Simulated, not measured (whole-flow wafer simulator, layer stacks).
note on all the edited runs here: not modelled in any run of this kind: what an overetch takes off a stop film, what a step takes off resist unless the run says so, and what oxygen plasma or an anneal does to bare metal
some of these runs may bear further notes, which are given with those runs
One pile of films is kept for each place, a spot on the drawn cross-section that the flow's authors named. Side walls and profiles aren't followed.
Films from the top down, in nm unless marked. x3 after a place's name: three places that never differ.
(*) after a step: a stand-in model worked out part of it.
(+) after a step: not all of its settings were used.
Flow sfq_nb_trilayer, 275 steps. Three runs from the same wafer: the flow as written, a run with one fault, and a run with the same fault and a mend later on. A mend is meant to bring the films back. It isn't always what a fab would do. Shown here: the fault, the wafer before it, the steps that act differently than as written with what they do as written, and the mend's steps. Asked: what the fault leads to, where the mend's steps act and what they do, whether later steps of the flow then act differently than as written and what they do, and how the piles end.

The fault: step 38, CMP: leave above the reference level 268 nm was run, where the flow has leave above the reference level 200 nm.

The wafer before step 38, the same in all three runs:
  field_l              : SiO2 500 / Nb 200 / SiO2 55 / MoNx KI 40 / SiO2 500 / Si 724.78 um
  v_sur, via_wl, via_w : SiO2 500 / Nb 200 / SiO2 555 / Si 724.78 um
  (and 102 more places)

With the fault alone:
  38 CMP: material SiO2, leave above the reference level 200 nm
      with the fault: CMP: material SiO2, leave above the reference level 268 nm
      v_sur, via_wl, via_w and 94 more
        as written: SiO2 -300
        with the fault: SiO2 -232
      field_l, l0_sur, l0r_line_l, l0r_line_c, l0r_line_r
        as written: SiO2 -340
        with the fault: SiO2 -272
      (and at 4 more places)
  Later steps of the flow that act differently than as written (4 more steps differ only slightly, by at most 2% or 0.5 nm, whichever is larger, and aren't shown):
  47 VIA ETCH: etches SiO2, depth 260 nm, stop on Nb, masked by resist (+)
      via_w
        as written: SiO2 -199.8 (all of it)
        with the fault: SiO2 -260
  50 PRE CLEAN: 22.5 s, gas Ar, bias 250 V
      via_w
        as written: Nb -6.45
        with the fault: SiO2 -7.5
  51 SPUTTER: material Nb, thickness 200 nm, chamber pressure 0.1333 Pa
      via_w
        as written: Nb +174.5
        with the fault: Nb +163.1 (new film)
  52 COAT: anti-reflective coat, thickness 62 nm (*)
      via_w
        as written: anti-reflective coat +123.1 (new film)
        with the fault: anti-reflective coat +136.1 (new film)
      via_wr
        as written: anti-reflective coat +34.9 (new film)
        with the fault: anti-reflective coat +33.2 (new film)
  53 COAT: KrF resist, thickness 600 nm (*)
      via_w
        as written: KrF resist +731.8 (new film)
        with the fault: KrF resist +781.6 (new film)
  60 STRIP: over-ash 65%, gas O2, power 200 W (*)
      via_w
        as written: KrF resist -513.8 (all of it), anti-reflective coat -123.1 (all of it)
        with the fault: KrF resist -563.6 (all of it), anti-reflective coat -136.1 (all of it)
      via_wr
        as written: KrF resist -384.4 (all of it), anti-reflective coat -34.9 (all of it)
        with the fault: KrF resist -378.6 (all of it), anti-reflective coat -33.2 (all of it)
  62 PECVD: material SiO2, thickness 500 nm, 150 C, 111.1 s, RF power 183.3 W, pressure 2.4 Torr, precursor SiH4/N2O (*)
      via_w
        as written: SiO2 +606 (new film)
        with the fault: SiO2 +678.7 (new film)
  At the end the piles differ from the flow's by more than 2% or 0.5 nm, whichever is larger, at field_l, v_sur, via_wl and 103 more.
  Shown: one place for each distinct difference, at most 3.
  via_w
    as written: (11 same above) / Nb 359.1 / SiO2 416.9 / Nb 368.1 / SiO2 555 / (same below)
    with the fault: (11 same above) / Nb 359.1 / SiO2 489.6 / Nb 163.1 / SiO2 0.34 / Nb 200 / SiO2 555 / (same below)
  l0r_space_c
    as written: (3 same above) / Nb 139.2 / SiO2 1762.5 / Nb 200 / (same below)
    with the fault: (3 same above) / Nb 139.2 / SiO2 1830.5 / Nb 200 / (same below)
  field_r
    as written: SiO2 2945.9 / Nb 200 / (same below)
    with the fault: SiO2 3013.9 / Nb 200 / (same below)

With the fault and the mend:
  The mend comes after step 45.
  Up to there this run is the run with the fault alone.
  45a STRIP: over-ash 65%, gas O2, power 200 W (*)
      field_l, v_sur, via_wl and 102 more
        KrF resist -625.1 (all of it), anti-reflective coat -62 (all of it)
      via_w
        anti-reflective coat -62 (all of it)
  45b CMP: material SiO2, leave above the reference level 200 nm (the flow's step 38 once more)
      field_l, v_sur, via_wl and 103 more
        SiO2 -68
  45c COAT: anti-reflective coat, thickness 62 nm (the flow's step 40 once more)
      field_l, v_sur, via_wl and 103 more
        anti-reflective coat +62 (new film)
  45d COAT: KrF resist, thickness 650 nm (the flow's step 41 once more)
      field_l, v_sur, via_wl and 103 more
        KrF resist +650 (new film)
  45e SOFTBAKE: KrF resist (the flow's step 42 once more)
      changes no film at any place that is followed
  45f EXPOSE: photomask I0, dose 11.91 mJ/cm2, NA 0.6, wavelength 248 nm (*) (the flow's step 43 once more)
      changes no film at any place that is followed
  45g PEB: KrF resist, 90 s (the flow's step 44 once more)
      field_l, v_sur, via_wl and 103 more
        KrF resist -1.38
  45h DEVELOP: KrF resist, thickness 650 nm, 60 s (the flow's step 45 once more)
      field_l, v_sur, via_wl and 102 more
        KrF resist -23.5
      via_w
        KrF resist -648.6 (all of it)
  No later step of the flow acts differently than as written at any place that is followed.
  At the end the piles are the same as the flow's at every place that both follow.
